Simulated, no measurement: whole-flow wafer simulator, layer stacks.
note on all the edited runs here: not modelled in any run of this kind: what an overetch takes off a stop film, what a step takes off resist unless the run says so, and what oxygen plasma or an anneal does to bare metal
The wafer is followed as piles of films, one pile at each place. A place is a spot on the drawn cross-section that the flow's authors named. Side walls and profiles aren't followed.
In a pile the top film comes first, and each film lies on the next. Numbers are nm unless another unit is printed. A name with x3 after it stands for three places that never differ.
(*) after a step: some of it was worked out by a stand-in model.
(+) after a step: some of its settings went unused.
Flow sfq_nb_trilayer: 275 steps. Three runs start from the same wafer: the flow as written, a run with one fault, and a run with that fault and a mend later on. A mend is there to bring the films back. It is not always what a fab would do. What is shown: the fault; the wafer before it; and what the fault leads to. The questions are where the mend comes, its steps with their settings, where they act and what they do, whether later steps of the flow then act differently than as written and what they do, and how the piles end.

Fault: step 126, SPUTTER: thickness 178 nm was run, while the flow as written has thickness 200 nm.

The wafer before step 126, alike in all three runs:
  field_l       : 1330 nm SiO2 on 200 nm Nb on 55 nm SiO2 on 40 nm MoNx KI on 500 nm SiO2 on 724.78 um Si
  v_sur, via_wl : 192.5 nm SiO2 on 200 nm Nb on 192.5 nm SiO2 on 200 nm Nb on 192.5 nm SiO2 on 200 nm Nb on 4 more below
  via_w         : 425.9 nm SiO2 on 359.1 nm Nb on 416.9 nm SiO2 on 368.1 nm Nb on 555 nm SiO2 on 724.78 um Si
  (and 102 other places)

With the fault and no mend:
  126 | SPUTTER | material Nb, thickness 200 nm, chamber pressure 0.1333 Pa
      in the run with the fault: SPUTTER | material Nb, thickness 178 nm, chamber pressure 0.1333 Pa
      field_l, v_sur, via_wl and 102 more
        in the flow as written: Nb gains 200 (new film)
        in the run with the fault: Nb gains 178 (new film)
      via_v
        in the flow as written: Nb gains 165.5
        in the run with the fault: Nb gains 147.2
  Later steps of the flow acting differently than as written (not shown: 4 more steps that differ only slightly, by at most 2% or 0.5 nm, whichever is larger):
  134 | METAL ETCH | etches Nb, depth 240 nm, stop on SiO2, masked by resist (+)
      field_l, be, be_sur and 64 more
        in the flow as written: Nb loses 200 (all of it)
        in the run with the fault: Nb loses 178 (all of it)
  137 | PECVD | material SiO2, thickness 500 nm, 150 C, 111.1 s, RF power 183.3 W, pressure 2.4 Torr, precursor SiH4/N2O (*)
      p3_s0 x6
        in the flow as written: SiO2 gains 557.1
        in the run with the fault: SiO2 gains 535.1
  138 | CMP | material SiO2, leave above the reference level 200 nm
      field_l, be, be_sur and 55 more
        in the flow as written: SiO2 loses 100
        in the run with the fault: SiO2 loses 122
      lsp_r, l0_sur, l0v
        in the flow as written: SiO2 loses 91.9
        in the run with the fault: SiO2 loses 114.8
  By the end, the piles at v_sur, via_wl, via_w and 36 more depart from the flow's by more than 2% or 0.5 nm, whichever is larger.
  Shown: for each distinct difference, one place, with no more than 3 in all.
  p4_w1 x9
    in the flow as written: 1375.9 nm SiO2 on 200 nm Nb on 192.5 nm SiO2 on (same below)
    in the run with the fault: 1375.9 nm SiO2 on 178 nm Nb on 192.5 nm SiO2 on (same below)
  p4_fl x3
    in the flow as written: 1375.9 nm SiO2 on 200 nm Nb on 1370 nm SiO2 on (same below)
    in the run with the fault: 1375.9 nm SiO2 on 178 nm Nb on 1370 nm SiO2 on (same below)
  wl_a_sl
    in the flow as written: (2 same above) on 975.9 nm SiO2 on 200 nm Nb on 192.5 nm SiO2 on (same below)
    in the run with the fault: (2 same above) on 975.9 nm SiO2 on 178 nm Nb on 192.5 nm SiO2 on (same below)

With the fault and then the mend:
  After step 126 comes the mend.
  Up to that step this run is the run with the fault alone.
  126a | SPUTTER | material Nb, thickness 22 nm, chamber pressure 0.1333 Pa (a further turn of the flow's step 126, with different settings)
      field_l, v_sur, via_wl and 102 more
        Nb gains 22
      via_v
        Nb gains 16.6
  None of the later steps of the flow differs from how it acts as written, at any place that is followed, by more than 2% or 0.5 nm, whichever is larger.
  When the end is reached, the piles differ only a little from the flow's at the places that both follow, at most by 2% or 0.5 nm, whichever is larger.
